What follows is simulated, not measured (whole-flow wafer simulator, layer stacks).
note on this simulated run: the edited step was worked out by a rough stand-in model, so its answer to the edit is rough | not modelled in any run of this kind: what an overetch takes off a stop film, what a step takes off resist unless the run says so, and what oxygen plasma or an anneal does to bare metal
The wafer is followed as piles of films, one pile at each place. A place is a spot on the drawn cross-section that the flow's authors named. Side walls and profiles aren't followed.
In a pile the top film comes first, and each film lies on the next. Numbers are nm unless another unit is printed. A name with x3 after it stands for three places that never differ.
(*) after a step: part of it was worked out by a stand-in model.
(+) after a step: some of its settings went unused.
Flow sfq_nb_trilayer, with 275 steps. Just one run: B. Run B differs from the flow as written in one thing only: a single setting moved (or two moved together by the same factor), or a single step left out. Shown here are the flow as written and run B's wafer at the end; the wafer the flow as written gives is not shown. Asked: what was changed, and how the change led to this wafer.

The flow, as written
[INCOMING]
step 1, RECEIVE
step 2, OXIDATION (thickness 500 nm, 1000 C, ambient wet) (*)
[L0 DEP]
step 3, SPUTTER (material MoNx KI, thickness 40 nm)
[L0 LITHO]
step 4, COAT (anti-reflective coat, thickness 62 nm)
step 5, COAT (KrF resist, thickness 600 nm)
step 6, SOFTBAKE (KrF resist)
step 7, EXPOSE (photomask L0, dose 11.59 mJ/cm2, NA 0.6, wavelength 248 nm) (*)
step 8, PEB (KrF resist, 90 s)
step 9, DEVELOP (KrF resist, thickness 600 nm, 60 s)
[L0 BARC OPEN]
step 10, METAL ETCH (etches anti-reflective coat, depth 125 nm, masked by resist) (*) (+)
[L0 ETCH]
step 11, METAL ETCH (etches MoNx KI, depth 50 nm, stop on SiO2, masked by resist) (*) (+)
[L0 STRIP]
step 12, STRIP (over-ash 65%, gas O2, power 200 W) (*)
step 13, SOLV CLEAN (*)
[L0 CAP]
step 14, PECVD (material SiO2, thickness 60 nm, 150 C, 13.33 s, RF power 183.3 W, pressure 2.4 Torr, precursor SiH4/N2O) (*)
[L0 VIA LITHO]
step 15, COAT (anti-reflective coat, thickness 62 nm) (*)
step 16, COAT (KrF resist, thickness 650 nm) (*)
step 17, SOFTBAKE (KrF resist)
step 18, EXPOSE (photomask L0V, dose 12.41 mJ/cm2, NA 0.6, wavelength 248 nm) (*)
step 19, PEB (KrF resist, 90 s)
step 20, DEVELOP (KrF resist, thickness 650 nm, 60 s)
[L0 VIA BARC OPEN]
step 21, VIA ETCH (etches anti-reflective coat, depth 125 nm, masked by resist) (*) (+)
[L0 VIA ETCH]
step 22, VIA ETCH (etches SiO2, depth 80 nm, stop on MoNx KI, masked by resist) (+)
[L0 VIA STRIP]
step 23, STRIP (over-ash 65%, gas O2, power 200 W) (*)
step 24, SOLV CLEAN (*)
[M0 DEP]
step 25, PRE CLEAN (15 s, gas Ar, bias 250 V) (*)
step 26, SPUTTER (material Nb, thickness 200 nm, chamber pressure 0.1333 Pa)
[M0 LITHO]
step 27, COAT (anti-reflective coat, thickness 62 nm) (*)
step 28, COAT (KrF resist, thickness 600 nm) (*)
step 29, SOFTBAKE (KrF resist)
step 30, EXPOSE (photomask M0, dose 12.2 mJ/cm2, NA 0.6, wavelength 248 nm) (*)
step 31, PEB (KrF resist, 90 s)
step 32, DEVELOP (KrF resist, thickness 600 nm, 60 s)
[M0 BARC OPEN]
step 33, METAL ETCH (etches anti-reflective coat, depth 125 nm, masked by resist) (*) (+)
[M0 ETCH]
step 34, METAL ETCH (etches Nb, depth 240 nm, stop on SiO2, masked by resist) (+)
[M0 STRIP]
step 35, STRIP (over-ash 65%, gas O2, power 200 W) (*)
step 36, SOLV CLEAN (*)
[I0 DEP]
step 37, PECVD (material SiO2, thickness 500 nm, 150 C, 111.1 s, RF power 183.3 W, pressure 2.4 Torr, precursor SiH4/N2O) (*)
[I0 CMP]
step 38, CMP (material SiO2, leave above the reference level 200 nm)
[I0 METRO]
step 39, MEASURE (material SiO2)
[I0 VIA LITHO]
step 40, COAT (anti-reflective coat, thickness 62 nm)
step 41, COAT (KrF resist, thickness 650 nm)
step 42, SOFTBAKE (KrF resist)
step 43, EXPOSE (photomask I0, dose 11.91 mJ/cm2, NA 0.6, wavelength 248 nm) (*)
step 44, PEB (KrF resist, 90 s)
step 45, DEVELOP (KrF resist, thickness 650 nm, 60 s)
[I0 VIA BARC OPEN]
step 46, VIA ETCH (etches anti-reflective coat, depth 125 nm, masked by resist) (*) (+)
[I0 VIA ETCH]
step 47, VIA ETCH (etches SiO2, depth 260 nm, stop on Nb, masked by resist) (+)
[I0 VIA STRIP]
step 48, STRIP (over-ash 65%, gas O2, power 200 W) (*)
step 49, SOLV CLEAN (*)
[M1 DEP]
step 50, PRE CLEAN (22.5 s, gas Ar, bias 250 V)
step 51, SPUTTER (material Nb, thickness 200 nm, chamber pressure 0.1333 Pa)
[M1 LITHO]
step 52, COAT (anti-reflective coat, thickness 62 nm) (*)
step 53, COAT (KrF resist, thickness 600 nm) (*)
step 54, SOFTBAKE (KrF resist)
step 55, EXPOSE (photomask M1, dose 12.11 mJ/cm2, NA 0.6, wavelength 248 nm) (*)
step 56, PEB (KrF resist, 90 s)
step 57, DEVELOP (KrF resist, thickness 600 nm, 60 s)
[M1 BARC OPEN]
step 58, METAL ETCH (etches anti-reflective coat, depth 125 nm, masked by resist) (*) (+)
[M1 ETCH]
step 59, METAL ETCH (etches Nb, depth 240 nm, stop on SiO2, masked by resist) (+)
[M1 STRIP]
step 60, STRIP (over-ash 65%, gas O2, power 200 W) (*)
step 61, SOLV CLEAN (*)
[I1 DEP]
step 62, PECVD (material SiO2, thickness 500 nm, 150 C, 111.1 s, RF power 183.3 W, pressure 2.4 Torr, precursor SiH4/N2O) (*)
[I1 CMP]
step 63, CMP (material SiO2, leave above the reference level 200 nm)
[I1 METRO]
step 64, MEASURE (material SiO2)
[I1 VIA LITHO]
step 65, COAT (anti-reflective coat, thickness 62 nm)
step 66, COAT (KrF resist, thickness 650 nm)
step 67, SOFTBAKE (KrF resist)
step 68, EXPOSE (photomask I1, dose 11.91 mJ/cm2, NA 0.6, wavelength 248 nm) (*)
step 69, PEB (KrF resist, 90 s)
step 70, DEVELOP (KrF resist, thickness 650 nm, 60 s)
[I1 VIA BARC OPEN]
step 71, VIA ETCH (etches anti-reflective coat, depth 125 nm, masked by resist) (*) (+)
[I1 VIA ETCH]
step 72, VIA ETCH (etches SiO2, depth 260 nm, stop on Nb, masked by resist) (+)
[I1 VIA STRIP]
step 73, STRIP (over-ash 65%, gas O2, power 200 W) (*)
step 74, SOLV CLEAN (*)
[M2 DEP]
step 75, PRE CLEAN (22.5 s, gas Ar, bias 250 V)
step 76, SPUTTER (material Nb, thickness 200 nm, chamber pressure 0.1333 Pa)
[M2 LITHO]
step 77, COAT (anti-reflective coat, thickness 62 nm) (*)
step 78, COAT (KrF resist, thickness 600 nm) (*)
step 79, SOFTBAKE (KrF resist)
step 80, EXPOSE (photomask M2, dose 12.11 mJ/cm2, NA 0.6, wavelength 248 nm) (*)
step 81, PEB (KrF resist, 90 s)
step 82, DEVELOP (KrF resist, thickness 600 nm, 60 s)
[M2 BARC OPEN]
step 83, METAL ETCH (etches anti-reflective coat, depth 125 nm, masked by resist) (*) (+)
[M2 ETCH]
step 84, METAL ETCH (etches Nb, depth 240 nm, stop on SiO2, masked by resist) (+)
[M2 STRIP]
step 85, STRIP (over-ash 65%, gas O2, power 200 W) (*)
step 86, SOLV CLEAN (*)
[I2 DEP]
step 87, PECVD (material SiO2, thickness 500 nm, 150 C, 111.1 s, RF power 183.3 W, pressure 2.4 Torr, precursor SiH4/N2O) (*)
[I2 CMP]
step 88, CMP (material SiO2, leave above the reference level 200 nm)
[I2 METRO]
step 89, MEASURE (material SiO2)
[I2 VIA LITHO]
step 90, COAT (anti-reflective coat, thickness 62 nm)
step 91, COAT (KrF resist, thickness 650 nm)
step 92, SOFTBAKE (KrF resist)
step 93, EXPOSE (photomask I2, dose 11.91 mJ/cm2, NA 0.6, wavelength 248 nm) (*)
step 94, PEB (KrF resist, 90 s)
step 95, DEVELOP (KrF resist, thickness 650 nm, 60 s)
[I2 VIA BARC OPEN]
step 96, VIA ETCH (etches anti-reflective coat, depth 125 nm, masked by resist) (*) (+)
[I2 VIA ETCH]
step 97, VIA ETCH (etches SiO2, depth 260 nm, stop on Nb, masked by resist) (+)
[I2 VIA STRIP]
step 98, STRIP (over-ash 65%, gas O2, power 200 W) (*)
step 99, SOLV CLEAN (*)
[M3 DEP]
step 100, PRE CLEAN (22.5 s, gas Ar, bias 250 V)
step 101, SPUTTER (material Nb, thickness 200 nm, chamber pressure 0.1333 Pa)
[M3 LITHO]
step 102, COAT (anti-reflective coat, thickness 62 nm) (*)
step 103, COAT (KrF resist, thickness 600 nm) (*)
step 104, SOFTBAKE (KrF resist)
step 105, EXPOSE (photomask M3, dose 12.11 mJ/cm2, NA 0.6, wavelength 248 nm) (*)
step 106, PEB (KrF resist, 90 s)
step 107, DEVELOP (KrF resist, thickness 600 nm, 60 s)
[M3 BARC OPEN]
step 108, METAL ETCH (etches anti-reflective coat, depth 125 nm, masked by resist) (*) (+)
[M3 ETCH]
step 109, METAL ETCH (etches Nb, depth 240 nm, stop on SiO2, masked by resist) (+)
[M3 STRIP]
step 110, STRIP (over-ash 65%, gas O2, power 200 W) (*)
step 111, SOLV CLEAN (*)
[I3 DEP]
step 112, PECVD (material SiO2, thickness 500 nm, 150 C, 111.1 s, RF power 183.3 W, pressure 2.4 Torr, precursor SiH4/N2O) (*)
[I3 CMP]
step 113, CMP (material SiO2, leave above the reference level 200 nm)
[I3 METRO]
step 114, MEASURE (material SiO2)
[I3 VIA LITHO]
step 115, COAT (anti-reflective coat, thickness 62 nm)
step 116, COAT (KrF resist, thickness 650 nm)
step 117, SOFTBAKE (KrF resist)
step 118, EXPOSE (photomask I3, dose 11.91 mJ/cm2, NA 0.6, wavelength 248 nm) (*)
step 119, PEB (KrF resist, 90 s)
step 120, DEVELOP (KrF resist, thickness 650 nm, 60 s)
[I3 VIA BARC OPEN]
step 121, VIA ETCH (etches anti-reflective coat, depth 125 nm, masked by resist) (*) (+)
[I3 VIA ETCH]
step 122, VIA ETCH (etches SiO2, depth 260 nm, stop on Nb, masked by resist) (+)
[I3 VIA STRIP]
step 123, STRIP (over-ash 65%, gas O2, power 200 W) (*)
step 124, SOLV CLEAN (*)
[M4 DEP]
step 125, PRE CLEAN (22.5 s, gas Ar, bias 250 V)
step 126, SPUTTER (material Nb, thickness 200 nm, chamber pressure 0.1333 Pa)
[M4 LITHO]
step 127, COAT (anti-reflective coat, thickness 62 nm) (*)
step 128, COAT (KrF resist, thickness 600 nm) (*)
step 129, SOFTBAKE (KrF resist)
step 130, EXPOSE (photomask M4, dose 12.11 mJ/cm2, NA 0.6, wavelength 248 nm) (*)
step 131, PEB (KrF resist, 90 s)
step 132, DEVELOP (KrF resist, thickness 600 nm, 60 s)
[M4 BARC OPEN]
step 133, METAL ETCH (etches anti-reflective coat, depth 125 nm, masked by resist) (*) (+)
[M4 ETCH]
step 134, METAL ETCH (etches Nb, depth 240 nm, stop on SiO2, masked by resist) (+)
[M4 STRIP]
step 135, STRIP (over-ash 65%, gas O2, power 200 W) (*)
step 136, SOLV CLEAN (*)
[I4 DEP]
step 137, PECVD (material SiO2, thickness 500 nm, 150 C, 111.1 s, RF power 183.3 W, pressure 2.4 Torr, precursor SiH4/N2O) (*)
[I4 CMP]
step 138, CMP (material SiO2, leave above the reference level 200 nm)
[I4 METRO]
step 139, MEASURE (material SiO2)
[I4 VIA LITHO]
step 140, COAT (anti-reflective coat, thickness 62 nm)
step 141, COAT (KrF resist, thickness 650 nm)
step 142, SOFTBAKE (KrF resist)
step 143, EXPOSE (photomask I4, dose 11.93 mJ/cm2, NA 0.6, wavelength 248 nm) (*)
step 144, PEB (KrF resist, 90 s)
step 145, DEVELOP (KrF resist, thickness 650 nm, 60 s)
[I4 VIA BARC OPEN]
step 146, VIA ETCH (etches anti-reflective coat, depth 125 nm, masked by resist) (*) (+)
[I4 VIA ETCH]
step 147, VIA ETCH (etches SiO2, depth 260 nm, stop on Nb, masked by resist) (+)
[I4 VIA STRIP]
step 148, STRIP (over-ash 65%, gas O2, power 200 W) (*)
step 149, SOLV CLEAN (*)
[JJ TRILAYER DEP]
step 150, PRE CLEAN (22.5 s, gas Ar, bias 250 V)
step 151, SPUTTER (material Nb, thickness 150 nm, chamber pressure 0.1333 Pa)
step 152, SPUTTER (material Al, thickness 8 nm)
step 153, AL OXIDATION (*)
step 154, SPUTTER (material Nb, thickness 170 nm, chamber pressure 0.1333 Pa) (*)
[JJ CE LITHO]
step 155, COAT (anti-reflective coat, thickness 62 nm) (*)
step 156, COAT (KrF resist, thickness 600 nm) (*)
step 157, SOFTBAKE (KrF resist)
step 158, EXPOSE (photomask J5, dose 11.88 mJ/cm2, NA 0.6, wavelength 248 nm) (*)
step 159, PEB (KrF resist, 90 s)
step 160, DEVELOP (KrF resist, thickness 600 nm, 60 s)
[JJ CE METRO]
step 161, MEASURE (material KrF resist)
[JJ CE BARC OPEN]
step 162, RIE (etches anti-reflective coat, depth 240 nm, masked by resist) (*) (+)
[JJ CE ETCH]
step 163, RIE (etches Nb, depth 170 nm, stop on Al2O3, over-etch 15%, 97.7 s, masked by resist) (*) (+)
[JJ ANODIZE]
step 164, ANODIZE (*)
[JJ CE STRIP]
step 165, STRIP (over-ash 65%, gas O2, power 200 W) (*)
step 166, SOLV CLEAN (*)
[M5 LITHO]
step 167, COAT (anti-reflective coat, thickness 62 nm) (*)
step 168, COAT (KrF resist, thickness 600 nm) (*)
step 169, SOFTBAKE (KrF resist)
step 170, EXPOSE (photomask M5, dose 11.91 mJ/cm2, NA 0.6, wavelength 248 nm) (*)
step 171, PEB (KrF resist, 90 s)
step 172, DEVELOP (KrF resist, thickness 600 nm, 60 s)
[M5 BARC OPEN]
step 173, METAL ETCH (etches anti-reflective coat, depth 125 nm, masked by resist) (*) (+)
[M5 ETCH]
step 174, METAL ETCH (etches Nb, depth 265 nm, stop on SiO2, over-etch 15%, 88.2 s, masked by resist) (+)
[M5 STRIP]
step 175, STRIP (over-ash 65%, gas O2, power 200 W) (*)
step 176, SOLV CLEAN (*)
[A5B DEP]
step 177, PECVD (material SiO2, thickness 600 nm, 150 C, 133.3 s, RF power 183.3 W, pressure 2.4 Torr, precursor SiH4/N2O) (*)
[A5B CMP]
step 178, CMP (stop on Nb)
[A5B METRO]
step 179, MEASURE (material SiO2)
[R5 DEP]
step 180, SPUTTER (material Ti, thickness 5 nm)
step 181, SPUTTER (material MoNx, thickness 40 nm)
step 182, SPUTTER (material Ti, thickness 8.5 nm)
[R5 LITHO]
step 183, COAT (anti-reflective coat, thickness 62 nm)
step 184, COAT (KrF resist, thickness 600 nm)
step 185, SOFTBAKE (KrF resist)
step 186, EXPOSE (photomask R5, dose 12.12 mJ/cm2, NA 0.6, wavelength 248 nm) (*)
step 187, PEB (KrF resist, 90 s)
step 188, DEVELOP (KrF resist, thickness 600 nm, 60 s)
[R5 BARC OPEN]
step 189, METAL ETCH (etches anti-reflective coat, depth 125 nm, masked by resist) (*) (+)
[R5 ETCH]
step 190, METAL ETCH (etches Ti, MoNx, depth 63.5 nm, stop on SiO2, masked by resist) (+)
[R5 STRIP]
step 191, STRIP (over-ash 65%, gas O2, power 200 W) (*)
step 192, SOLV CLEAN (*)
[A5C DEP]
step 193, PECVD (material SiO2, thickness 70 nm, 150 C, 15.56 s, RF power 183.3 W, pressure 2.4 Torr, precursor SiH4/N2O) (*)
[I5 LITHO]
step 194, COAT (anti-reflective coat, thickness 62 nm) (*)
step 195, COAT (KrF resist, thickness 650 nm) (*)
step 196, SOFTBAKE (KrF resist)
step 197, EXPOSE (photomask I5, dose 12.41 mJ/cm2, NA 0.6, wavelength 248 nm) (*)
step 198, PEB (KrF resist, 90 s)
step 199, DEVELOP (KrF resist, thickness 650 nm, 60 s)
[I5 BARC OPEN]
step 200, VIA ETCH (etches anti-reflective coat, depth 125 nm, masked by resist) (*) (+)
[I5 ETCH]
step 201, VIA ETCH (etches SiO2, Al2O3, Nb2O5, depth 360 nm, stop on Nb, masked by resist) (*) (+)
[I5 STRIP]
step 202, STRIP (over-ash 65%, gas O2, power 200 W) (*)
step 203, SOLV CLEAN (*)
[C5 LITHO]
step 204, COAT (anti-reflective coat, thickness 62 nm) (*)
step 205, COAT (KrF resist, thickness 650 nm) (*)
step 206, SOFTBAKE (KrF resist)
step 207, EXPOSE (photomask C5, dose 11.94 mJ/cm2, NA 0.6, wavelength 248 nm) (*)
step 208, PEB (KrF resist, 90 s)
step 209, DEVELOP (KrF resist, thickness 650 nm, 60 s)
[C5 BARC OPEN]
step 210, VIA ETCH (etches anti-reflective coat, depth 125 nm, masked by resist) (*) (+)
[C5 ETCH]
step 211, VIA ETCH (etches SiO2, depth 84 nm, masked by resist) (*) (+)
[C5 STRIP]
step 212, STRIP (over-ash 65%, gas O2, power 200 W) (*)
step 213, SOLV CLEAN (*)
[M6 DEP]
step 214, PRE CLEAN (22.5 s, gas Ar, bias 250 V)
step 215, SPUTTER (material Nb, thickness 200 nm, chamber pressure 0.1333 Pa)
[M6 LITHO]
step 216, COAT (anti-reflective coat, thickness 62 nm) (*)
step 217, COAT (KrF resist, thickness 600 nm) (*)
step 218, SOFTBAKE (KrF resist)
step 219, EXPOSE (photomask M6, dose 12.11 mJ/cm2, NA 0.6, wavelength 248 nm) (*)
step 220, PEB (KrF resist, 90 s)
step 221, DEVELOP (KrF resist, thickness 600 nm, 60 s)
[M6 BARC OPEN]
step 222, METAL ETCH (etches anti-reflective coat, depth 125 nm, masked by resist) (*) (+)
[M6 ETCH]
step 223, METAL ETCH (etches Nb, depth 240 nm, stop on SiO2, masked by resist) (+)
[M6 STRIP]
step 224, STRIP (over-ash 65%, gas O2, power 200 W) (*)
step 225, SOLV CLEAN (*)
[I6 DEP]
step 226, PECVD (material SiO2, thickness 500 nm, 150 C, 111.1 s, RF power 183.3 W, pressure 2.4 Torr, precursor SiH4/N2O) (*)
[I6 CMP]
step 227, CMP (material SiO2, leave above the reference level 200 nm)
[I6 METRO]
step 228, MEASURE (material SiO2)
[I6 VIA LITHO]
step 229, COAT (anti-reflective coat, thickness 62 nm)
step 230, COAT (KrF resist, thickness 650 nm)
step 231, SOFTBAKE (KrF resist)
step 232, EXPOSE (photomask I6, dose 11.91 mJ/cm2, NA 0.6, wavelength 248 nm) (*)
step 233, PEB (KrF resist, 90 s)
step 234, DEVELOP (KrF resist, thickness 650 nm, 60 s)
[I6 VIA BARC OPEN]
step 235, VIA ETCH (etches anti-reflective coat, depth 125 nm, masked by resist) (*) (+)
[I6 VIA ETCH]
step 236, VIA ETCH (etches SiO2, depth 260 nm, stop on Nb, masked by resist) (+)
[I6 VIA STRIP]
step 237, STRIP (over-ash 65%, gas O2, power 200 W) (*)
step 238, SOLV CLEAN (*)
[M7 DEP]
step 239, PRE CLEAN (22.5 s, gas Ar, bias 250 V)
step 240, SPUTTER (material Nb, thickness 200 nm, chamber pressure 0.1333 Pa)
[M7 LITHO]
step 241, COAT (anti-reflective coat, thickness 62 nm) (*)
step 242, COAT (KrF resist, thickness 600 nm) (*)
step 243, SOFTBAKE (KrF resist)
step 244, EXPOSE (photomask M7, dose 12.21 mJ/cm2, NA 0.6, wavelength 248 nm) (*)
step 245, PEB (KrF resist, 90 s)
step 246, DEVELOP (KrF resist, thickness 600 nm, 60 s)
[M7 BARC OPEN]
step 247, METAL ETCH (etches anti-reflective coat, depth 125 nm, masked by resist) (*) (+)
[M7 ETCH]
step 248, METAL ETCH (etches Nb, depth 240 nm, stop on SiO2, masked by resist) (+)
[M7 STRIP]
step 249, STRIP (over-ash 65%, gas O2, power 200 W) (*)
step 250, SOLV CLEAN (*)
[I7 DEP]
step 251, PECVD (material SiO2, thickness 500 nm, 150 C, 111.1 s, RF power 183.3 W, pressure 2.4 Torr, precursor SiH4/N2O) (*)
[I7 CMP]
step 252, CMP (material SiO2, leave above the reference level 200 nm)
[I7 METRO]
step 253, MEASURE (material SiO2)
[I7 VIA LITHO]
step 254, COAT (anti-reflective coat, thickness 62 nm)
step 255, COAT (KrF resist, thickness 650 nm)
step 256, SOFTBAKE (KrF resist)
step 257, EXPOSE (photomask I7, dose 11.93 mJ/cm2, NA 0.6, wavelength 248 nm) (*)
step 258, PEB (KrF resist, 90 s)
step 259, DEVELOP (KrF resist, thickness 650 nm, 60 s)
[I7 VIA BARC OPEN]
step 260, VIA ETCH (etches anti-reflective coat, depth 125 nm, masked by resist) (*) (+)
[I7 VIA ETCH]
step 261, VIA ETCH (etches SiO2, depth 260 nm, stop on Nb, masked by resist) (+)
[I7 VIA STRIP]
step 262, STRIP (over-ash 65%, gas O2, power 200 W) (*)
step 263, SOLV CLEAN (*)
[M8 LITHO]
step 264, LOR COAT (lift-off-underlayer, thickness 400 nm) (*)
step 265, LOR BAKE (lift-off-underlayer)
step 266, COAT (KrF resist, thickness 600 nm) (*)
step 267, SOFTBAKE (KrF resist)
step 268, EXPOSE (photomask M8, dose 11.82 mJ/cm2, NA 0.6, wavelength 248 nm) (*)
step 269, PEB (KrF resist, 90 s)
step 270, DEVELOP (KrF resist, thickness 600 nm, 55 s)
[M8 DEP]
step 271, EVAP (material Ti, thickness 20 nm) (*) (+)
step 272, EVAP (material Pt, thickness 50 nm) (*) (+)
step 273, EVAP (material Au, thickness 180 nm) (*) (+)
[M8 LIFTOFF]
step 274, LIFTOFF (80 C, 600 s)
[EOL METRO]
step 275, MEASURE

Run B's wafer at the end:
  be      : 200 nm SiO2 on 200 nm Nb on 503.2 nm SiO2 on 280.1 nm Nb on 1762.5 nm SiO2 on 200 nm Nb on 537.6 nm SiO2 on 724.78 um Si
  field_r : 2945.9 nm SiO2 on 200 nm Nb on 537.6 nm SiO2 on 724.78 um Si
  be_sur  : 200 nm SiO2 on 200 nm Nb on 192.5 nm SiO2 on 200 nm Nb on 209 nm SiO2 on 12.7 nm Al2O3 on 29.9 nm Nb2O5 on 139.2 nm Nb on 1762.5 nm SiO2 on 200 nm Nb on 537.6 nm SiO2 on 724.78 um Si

What caused this: step 14, PECVD: thickness 42.6 nm was run, while the flow as written has thickness 60 nm; step 14, PECVD: 9.467 s was run, where the flow has 13.33 s.

The path from the change to this, step by step:
  step 14, PECVD (material SiO2, thickness 60 nm, 150 C, 13.33 s, RF power 183.3 W, pressure 2.4 Torr, precursor SiH4/N2O) (*)
      v_sur, via_wl, via_w and 97 more: SiO2 gains 42.6 (in the flow as written it would be: SiO2 gains 60)
      field_l, l0_sur, l0v, l0r_line_l, l0r_line_c, l0r_line_r: SiO2 gains 42.6 (new film) (in the flow as written it would be: SiO2 gains 60 (new film))
  step 22, VIA ETCH (etches SiO2, depth 80 nm, stop on MoNx KI, masked by resist) (+)
      field_l, v_sur, via_wl and 102 more: KrF resist loses 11 (in the flow as written it would be: KrF resist loses 13.8)
      l0v: SiO2 loses 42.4 (all of it) (in the flow as written it would be: SiO2 loses 59.8 (all of it))
  step 26, SPUTTER (material Nb, thickness 200 nm, chamber pressure 0.1333 Pa)
      l0v: Nb gains 200 (new film) (in the flow as written it would be: Nb gains 195.7 (new film))
  step 27, COAT (anti-reflective coat, thickness 62 nm) (*)
      l0_sur: anti-reflective coat gains 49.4 (new film) (in the flow as written it would be: anti-reflective coat gains 47.5 (new film))
      l0v: anti-reflective coat gains 72.4 (new film) (in the flow as written it would be: anti-reflective coat gains 78 (new film))
  step 35, STRIP (over-ash 65%, gas O2, power 200 W) (*)
      l0_sur: KrF resist loses 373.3 (all of it), anti-reflective coat loses 49.4 (all of it) (in the flow as written it would be: KrF resist loses 372 (all of it), anti-reflective coat loses 47.5 (all of it))
      l0v: KrF resist loses 393.6 (all of it), anti-reflective coat loses 72.4 (all of it) (in the flow as written it would be: KrF resist loses 405.3 (all of it), anti-reflective coat loses 78 (all of it))
  step 38, CMP (material SiO2, leave above the reference level 200 nm)
      l0v: SiO2 loses 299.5 (in the flow as written it would be: SiO2 loses 277.8)
